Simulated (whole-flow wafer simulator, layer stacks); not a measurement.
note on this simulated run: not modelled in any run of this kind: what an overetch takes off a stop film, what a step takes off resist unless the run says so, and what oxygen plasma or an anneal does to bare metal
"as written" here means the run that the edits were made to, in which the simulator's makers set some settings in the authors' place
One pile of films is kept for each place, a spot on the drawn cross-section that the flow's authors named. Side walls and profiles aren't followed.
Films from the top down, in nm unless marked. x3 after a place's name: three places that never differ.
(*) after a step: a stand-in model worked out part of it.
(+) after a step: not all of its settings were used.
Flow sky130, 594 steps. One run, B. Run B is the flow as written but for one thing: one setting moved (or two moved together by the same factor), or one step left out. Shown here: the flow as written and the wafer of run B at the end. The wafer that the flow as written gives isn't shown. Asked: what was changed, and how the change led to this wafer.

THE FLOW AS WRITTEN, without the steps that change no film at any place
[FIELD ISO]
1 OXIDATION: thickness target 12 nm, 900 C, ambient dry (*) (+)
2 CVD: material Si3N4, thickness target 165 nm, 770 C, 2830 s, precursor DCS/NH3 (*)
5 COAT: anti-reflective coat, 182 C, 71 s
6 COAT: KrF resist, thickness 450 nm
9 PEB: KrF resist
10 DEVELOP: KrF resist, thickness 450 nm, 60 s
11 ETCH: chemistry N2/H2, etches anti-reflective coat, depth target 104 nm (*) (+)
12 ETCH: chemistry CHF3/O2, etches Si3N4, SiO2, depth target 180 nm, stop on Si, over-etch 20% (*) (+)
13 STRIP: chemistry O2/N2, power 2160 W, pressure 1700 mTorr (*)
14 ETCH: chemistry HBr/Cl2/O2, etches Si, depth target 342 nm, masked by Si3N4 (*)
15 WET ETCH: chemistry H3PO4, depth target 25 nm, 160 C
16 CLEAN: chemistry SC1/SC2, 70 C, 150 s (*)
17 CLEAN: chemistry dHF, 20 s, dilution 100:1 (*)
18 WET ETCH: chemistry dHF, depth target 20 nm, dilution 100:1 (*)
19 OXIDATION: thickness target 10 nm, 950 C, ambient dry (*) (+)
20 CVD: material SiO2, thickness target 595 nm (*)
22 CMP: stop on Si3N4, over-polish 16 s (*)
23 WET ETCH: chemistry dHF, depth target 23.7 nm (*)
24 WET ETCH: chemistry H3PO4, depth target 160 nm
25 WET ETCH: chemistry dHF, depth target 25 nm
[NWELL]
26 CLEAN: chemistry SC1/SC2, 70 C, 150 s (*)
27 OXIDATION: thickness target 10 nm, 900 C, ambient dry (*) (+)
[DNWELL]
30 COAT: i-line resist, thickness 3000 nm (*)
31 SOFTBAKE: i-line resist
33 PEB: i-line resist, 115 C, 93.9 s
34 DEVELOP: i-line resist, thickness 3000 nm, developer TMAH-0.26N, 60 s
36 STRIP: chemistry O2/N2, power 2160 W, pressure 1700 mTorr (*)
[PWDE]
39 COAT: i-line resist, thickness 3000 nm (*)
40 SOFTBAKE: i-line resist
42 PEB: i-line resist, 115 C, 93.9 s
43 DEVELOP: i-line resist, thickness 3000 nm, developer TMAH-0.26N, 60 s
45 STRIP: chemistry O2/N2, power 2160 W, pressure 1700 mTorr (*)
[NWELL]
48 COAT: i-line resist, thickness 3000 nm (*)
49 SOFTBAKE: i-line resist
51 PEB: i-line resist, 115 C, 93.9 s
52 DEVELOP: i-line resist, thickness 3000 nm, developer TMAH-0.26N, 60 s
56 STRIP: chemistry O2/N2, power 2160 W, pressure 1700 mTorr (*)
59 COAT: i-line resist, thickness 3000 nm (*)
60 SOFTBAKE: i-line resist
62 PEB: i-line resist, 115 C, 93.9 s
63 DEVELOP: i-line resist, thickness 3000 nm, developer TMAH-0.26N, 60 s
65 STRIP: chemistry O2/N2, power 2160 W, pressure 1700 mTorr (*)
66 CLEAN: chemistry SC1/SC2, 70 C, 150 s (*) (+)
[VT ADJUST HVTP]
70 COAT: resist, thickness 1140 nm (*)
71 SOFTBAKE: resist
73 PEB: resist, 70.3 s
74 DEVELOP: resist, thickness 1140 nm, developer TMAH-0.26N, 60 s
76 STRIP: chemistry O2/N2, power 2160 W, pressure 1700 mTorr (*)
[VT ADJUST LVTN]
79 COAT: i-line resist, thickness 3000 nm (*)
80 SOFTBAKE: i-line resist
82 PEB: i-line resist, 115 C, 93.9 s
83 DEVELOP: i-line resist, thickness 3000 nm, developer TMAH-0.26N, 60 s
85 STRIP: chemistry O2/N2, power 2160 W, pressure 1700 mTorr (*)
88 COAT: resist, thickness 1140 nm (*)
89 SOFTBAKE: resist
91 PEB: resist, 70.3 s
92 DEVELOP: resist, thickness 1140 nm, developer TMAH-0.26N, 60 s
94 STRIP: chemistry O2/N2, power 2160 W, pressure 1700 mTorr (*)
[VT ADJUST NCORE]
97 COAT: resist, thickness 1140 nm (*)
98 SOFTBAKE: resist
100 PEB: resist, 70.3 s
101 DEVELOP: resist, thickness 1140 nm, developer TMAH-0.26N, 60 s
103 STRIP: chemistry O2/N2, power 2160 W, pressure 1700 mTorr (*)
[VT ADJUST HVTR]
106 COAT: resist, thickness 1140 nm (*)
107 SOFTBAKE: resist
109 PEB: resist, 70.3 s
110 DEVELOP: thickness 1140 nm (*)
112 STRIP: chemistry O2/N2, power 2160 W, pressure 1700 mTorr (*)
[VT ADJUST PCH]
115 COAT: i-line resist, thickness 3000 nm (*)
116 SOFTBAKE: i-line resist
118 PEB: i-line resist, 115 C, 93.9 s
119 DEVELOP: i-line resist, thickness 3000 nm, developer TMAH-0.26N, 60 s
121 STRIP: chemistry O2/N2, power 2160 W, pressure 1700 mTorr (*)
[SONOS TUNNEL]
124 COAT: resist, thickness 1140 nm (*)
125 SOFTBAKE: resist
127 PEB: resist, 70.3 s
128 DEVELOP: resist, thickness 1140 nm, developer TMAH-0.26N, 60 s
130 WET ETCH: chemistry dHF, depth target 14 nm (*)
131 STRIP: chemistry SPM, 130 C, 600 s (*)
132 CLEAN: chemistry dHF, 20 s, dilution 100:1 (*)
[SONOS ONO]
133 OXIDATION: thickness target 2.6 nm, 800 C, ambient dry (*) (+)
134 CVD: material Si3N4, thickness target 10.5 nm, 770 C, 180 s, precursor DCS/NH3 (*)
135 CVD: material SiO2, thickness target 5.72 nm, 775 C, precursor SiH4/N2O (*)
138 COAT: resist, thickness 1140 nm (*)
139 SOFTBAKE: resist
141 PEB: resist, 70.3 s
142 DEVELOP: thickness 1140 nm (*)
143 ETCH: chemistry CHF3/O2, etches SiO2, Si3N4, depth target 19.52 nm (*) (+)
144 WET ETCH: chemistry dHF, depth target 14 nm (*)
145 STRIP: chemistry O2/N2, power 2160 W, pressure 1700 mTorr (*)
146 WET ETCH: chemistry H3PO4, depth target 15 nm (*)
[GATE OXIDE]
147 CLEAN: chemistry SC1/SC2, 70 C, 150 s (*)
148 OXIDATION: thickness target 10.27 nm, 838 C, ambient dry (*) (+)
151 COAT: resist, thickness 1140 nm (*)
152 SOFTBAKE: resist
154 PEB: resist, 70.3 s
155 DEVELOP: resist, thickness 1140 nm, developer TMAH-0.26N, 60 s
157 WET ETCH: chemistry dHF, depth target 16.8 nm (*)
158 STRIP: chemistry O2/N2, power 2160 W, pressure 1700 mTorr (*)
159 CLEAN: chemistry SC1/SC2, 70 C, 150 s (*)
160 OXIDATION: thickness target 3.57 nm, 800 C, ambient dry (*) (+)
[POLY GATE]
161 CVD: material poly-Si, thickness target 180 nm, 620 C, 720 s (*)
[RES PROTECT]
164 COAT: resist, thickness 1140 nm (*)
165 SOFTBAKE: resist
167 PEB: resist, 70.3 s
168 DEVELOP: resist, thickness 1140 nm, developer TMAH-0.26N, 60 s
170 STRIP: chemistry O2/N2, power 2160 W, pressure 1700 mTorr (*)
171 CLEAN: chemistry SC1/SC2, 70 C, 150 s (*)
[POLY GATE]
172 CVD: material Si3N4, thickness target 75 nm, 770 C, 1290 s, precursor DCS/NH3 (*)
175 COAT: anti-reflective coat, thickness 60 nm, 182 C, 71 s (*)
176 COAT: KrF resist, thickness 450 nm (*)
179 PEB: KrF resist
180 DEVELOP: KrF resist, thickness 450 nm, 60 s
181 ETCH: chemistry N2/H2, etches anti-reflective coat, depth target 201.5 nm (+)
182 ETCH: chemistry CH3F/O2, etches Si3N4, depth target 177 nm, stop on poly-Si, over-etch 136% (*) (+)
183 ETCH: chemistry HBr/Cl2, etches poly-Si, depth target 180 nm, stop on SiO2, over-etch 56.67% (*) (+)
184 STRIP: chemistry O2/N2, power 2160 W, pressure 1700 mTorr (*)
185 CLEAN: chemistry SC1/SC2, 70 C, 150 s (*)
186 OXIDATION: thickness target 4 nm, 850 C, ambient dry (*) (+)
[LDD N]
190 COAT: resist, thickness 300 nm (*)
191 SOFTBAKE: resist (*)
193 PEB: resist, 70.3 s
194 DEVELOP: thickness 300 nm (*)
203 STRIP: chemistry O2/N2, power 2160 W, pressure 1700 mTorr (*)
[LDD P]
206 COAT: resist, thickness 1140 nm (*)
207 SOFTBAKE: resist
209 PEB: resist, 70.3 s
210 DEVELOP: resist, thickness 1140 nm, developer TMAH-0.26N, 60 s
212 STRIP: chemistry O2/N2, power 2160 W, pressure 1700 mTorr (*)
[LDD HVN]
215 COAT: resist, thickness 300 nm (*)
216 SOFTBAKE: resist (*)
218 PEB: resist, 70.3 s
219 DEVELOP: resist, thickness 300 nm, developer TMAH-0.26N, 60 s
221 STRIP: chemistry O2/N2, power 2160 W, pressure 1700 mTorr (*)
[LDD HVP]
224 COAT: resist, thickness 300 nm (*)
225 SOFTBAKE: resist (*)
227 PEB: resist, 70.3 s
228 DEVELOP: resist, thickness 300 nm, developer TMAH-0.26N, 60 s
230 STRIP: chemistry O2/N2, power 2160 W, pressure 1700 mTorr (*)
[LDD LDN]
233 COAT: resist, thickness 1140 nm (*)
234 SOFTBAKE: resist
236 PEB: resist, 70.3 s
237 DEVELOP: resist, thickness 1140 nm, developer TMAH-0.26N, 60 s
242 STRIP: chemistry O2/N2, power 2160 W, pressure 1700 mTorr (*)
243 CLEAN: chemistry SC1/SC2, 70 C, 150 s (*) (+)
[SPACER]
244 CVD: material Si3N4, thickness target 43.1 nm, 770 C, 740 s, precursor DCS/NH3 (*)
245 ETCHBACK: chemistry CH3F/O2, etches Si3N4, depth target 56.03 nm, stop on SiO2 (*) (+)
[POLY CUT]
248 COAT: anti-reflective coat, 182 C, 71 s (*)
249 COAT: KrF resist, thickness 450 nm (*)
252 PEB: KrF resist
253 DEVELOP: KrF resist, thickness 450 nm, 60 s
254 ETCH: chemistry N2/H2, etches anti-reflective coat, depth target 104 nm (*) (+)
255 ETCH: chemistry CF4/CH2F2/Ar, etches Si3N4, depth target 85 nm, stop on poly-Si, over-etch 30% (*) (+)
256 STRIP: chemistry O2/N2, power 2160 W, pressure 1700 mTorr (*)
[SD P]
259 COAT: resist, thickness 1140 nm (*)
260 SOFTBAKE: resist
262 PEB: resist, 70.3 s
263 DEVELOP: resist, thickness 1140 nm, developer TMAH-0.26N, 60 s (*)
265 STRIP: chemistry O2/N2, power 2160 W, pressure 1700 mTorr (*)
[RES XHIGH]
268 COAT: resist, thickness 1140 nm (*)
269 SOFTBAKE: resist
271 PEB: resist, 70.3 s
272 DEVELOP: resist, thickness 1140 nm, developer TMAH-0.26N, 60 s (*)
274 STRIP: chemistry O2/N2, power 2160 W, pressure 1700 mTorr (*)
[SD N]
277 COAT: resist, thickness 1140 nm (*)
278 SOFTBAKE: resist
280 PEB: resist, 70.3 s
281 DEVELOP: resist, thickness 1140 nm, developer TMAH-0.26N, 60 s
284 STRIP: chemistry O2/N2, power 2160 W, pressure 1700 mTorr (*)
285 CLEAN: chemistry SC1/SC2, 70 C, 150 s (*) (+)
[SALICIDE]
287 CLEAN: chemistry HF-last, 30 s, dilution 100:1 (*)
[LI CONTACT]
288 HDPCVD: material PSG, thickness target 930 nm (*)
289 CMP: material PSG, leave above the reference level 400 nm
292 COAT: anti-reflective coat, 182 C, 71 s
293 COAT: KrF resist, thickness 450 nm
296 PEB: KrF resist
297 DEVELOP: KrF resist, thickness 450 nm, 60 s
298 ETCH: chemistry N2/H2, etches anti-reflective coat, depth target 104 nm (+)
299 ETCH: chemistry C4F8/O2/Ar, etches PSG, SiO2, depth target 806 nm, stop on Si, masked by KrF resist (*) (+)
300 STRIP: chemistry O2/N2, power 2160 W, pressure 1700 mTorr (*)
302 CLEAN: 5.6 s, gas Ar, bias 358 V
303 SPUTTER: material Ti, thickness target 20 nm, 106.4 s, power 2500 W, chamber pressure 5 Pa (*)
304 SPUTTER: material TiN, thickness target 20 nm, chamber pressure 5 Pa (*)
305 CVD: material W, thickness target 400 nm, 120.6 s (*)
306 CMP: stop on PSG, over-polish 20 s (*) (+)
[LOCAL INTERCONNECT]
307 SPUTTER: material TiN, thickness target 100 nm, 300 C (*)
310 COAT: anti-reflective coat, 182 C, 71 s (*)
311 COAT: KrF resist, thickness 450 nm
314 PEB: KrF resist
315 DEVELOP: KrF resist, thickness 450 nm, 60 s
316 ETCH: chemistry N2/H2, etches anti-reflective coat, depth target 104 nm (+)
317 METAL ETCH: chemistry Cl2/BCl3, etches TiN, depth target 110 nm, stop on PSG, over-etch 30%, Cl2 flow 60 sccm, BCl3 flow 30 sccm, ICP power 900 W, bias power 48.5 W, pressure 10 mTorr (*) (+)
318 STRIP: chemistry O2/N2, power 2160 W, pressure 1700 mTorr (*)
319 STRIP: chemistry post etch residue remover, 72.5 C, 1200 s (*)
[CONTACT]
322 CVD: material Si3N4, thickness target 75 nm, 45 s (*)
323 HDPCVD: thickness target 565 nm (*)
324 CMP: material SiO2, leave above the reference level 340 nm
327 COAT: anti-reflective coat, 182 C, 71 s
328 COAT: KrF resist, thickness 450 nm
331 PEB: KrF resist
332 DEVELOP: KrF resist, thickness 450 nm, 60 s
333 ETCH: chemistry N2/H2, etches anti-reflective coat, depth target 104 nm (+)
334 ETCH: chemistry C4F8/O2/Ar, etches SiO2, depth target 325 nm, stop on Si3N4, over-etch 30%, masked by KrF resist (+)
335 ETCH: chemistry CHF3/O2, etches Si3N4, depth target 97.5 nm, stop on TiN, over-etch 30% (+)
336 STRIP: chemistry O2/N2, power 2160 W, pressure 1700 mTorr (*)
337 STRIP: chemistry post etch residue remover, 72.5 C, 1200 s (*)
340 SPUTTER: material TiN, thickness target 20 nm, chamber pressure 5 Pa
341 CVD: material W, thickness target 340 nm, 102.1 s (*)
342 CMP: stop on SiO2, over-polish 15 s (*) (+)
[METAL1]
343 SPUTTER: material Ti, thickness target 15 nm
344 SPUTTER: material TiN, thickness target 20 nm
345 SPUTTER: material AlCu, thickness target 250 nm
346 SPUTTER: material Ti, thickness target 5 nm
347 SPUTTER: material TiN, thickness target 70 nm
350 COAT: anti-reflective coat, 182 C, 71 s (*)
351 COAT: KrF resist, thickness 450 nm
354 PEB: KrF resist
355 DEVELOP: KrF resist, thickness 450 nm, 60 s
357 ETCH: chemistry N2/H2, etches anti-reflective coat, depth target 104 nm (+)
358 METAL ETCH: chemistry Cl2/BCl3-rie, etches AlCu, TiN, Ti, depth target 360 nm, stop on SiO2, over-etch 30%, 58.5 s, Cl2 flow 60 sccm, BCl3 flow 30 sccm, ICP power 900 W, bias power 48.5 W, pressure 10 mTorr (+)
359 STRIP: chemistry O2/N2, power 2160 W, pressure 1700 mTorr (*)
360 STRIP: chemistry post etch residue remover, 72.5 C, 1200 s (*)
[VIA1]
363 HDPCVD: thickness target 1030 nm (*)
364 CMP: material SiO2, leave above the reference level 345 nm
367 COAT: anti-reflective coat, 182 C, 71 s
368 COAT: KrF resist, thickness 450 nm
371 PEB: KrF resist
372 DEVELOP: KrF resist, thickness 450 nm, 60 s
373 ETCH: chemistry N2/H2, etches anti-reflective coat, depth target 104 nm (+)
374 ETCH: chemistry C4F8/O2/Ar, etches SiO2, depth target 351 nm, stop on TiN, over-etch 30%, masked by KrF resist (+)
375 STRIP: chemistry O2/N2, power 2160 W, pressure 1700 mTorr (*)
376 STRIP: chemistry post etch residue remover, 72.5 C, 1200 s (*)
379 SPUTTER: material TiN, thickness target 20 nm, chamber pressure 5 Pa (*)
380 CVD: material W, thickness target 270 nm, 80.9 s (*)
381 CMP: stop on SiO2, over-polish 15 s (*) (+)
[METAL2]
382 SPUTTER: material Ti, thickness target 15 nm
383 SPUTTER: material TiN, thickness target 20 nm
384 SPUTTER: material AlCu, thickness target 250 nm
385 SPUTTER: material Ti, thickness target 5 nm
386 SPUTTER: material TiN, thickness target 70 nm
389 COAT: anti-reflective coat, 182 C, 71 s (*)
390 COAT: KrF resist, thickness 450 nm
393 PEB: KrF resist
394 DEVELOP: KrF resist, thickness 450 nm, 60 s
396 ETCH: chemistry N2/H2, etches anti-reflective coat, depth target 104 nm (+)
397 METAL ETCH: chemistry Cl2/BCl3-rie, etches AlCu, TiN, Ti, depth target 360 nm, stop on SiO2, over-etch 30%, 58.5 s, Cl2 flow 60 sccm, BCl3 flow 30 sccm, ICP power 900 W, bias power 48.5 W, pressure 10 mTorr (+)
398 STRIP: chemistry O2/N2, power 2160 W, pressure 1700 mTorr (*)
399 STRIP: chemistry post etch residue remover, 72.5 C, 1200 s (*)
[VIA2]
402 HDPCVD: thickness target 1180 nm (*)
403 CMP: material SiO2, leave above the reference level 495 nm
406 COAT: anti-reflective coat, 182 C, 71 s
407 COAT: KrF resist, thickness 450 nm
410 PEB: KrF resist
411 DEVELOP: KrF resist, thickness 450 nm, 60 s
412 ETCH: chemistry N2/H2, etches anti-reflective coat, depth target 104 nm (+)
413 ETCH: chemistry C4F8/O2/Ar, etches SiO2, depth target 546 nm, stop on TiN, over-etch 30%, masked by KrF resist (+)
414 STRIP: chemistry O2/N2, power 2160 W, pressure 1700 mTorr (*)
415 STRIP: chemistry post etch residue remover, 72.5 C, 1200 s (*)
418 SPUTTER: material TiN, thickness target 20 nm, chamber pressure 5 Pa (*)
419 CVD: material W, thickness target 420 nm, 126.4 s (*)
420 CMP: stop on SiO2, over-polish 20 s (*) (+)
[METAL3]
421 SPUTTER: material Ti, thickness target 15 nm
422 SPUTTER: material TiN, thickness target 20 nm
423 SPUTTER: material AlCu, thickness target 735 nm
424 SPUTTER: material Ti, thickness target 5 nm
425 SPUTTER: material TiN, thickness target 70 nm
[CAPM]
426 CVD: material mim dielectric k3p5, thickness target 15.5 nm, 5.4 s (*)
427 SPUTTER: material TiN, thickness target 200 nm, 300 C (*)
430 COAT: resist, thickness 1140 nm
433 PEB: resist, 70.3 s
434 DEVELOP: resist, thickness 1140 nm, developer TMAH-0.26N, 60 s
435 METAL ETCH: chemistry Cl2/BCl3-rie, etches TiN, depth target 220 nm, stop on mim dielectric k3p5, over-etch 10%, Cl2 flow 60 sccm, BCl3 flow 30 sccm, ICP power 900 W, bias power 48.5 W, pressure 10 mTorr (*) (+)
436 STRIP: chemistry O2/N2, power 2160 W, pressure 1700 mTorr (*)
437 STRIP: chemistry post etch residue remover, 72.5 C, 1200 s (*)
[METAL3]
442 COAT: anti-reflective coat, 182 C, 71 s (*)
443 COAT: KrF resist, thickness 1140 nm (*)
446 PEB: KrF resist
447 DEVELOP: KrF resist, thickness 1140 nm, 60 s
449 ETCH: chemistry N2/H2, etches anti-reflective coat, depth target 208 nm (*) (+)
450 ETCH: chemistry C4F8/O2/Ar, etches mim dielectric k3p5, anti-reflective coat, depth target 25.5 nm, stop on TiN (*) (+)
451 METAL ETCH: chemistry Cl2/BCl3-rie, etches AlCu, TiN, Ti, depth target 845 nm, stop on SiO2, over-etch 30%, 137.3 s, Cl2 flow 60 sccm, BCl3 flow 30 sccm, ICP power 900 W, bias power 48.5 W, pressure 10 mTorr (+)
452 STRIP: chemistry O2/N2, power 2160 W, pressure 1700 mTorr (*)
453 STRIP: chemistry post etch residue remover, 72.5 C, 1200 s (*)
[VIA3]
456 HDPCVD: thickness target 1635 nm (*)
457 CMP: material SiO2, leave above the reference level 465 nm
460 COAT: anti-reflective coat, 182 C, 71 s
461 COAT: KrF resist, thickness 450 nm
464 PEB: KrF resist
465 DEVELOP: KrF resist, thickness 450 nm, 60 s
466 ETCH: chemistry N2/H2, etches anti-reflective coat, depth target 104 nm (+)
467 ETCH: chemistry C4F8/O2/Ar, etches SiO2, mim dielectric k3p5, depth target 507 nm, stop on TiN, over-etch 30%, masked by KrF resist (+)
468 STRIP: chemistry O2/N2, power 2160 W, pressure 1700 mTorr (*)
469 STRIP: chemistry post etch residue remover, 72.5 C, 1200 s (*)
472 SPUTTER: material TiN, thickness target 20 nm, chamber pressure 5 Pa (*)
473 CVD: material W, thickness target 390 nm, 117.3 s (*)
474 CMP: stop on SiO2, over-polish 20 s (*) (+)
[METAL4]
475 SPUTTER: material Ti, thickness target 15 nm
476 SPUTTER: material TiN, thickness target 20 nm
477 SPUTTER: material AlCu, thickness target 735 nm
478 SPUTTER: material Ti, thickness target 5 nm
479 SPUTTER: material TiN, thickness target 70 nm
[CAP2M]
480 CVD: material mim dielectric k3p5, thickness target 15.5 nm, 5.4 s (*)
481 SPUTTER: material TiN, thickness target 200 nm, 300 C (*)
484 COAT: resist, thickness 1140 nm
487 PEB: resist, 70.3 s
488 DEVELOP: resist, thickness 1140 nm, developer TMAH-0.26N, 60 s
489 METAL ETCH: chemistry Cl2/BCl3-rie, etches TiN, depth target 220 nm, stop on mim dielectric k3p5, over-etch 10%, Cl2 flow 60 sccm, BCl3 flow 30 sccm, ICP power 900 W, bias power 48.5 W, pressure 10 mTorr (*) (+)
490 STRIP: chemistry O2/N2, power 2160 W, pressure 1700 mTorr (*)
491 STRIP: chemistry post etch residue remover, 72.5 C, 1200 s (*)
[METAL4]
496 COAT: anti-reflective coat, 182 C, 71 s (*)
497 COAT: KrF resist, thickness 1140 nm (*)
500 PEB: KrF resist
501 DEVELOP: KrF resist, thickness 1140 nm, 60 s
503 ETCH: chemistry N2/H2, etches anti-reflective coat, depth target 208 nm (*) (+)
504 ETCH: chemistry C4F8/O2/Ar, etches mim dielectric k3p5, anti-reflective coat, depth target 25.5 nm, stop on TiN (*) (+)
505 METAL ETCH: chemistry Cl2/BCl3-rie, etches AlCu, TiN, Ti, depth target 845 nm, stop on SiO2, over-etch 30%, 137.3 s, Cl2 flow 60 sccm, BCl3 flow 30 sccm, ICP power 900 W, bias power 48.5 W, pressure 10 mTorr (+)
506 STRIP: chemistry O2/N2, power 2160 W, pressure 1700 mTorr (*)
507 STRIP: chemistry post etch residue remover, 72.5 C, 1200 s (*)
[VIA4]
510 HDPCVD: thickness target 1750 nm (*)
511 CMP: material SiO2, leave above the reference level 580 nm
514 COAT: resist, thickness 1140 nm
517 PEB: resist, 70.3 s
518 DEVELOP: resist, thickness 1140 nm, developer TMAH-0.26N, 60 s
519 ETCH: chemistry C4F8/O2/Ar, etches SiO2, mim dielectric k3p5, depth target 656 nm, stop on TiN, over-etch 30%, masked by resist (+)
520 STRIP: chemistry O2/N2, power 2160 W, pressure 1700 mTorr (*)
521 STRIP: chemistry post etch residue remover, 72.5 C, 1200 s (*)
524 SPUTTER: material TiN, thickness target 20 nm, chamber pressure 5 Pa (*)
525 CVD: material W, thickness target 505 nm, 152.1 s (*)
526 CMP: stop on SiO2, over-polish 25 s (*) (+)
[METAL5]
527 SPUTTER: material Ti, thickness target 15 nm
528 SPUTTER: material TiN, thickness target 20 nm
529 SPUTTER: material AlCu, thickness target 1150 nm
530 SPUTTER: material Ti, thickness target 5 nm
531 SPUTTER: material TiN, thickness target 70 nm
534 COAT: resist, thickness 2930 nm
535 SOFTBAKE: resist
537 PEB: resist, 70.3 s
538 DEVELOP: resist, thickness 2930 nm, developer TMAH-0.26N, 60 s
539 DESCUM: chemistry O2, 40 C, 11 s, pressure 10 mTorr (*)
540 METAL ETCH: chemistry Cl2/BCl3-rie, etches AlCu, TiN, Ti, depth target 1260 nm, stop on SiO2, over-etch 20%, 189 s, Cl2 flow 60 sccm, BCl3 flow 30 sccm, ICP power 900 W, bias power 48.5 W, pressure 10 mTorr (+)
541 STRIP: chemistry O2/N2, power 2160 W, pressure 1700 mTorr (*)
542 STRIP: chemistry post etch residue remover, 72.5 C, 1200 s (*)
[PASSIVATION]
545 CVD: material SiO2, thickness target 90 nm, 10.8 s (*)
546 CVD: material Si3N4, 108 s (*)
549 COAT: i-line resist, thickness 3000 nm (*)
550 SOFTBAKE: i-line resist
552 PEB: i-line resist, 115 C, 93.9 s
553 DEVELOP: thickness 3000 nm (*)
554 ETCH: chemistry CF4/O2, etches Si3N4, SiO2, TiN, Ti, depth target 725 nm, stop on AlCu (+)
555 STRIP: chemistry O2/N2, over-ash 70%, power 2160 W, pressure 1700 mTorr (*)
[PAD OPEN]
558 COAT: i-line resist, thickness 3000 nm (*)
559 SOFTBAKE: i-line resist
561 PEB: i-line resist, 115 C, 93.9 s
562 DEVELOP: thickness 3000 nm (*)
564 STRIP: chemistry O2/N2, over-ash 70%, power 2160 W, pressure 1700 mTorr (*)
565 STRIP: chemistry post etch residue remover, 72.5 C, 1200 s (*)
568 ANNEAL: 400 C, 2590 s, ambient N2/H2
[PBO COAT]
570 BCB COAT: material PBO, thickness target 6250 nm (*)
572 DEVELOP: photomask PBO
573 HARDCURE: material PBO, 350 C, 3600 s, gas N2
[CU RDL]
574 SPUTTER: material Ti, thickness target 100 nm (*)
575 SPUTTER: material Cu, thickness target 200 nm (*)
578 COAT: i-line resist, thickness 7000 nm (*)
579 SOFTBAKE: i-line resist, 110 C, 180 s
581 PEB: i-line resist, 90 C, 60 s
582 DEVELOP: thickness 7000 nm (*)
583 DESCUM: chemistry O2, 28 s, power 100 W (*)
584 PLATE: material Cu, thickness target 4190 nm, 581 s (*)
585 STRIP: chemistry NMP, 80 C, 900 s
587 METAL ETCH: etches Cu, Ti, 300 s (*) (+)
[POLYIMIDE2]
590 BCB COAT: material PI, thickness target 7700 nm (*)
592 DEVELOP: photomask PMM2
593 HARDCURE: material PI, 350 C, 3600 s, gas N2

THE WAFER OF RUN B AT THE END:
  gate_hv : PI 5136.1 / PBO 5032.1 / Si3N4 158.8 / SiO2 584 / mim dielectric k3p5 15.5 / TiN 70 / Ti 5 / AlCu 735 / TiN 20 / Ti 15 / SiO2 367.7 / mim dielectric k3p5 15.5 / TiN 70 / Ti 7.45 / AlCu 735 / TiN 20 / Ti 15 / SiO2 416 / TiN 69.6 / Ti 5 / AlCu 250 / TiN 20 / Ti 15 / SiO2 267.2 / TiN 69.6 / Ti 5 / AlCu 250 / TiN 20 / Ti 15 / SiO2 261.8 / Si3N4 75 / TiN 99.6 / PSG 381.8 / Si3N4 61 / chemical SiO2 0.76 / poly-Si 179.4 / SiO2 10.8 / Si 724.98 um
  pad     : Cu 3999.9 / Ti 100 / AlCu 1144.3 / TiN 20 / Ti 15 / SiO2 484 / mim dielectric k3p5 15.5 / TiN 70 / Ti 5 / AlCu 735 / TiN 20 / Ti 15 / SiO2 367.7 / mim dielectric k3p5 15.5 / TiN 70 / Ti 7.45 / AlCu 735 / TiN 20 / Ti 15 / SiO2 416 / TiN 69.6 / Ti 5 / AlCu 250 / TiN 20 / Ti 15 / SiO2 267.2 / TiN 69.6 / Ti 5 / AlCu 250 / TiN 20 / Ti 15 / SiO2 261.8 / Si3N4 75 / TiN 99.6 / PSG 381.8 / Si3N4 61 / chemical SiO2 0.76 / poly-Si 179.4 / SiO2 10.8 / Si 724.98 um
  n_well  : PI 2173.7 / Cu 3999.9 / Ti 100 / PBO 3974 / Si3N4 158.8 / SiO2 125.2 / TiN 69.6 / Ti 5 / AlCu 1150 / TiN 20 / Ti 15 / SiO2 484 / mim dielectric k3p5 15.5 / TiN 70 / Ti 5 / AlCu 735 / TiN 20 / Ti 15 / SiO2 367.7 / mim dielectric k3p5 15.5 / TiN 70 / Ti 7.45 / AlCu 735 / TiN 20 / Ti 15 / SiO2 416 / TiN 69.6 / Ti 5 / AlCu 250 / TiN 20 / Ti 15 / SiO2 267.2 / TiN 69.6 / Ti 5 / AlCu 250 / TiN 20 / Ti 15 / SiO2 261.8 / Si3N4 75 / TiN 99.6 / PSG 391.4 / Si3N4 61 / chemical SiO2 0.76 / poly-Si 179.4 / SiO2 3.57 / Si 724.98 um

The cause: step 424, SPUTTER: thickness target 7.45 nm was run, where the flow has thickness target 5 nm.
It can be read off the wafer: gate_hv has Ti 7.45, and step 424 as written asks for 5 nm.

How the change led to this, step by step:
  424 SPUTTER: material Ti, thickness target 5 nm
      field, active, n_well and 188 more: Ti +7.45 (new film) (as written it would be: Ti +5 (new film))
  451 METAL ETCH: chemistry Cl2/BCl3-rie, etches AlCu, TiN, Ti, depth target 845 nm, stop on SiO2, over-etch 30%, 137.3 s, Cl2 flow 60 sccm, BCl3 flow 30 sccm, ICP power 900 W, bias power 48.5 W, pressure 10 mTorr (+)
      field, gate, spacer and 68 more: TiN -70 (all of it), Ti -7.45 (all of it), AlCu -735 (all of it), TiN -20 (all of it), Ti -15 (all of it), SiO2 -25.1 (as written it would be: TiN -70 (all of it), Ti -5 (all of it), AlCu -735 (all of it), TiN -20 (all of it), Ti -15 (all of it), SiO2 -25.4)
      active, vpp_ln, vpp_iso2 and 11 more: TiN -70 (all of it), Ti -7.45 (all of it), AlCu -735 (all of it), TiN -20 (all of it), Ti -15 (all of it), SiO2 -25.1 (as written it would be: TiN -70 (all of it), Ti -5 (all of it), AlCu -735 (all of it), TiN -20 (all of it), Ti -15 (all of it), SiO2 -25.3)
